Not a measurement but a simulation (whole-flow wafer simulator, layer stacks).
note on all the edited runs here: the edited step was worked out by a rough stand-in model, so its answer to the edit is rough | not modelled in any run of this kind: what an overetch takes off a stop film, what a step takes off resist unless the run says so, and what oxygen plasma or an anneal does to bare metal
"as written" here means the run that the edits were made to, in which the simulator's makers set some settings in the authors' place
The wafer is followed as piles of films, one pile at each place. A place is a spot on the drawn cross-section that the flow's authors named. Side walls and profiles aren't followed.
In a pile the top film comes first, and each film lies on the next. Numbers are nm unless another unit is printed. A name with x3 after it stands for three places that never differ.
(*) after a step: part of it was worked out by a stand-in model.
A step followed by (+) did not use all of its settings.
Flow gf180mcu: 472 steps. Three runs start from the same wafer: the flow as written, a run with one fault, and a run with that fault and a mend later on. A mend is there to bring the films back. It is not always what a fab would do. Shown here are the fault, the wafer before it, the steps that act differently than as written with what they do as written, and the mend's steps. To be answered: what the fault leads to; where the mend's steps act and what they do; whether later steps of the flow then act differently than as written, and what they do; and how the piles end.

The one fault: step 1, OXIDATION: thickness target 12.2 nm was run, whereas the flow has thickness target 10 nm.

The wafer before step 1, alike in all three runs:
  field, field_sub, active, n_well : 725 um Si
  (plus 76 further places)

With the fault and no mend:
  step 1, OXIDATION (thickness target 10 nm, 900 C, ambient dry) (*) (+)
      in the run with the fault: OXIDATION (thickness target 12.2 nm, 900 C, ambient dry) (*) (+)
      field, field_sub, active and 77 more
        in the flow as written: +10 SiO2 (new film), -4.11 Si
        in the run with the fault: +12.2 SiO2 (new film), -5.08 Si
  Steps further on in the flow that do not act as written (not shown: 100 more steps that differ only slightly, by at most 2% or 0.5 nm, whichever is larger):
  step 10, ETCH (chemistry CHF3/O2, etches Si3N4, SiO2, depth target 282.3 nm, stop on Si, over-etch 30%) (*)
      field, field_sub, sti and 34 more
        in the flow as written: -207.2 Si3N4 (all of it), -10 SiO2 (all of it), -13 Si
        in the run with the fault: -207.2 Si3N4 (all of it), -12.2 SiO2 (all of it), -12.6 Si
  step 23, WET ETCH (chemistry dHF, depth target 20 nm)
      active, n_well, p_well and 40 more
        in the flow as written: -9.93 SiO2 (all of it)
        in the run with the fault: -12.1 SiO2 (all of it)
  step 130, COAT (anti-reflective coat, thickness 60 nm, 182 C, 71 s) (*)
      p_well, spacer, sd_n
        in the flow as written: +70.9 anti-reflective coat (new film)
        in the run with the fault: +73 anti-reflective coat (new film)
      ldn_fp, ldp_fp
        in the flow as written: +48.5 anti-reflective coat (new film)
        in the run with the fault: +47.4 anti-reflective coat (new film)
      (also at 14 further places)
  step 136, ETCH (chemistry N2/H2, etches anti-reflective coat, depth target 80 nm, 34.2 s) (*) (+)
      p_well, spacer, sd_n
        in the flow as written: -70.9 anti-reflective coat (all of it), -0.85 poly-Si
        in the run with the fault: -73 anti-reflective coat (all of it), -0.8 poly-Si
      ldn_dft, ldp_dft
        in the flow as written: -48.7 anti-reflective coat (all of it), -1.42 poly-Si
        in the run with the fault: -47.7 anti-reflective coat (all of it), -1.44 poly-Si
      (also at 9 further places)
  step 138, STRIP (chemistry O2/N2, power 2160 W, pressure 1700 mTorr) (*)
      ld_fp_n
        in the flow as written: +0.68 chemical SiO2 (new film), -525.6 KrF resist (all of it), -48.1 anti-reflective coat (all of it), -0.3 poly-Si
        in the run with the fault: +0.68 chemical SiO2 (new film), -525.4 KrF resist (all of it), -47.1 anti-reflective coat (all of it), -0.3 poly-Si
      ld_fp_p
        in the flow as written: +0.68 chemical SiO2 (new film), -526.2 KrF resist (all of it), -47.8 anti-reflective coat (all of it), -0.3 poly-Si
        in the run with the fault: +0.68 chemical SiO2 (new film), -526.3 KrF resist (all of it), -46.5 anti-reflective coat (all of it), -0.3 poly-Si
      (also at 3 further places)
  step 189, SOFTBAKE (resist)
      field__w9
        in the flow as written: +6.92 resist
        in the run with the fault: -3.08 resist
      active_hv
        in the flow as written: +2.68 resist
        in the run with the fault: -0.48 resist
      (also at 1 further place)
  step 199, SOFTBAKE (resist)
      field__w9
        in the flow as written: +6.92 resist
        in the run with the fault: -3.08 resist
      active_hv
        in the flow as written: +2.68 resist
        in the run with the fault: -0.48 resist
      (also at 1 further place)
  The piles end only slightly different from the flow's at the places that both follow, by no more than 2% or 0.5 nm, whichever is larger.

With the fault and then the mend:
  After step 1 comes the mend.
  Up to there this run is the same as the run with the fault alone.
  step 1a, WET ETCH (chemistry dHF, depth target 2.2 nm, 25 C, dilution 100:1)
      field, field_sub, active and 77 more
        -2.2 SiO2
  Later steps of the flow that are run all act as written at every place that is followed.
  The piles end only slightly different from the flow's at the places that both follow, by no more than 2% or 0.5 nm, whichever is larger.
